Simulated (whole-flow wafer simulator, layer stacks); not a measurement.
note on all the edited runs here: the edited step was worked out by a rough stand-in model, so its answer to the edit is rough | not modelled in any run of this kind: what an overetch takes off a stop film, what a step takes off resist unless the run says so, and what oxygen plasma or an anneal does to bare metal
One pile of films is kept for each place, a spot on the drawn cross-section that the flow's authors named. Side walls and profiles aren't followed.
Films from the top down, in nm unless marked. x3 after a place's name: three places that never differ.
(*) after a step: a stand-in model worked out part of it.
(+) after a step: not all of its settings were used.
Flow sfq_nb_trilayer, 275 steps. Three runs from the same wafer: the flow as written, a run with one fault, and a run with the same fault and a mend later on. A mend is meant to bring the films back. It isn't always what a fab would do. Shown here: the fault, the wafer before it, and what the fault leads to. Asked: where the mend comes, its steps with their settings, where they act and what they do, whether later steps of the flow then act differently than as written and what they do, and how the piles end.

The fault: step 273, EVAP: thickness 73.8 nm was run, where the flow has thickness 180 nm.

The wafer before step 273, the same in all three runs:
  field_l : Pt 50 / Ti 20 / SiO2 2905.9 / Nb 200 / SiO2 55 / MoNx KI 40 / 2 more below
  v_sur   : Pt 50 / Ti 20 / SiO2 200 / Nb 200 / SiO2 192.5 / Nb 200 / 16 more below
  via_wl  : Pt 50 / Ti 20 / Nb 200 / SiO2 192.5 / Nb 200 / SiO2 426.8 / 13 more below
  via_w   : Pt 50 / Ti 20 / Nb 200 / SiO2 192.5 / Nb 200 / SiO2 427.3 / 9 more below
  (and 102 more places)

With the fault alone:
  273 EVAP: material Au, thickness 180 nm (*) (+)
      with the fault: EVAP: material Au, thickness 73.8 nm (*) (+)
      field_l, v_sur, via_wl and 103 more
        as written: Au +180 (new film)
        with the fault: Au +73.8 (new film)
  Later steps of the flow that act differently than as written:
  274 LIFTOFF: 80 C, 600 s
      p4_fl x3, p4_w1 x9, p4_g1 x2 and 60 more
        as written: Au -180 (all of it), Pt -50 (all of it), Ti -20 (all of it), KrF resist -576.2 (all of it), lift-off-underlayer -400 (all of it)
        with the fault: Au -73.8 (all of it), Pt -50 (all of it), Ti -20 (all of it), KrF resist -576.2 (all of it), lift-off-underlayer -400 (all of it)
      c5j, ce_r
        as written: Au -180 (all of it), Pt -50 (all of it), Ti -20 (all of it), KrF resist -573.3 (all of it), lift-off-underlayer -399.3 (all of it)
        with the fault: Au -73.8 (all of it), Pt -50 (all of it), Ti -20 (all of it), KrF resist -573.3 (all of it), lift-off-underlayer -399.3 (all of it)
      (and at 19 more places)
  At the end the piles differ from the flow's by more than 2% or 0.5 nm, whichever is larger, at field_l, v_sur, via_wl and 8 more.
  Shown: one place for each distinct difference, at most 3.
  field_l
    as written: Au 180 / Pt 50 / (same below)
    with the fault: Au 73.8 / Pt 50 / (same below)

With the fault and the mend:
  The mend comes after step 273.
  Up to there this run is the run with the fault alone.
  273a EVAP: material Au, thickness 106.2 nm (*) (+) (the flow's step 273 once more, with other settings)
      field_l, v_sur, via_wl and 103 more
        Au +106.2
  No later step of the flow acts differently than as written at any place that is followed.
  At the end the piles are the same as the flow's at every place that both follow.
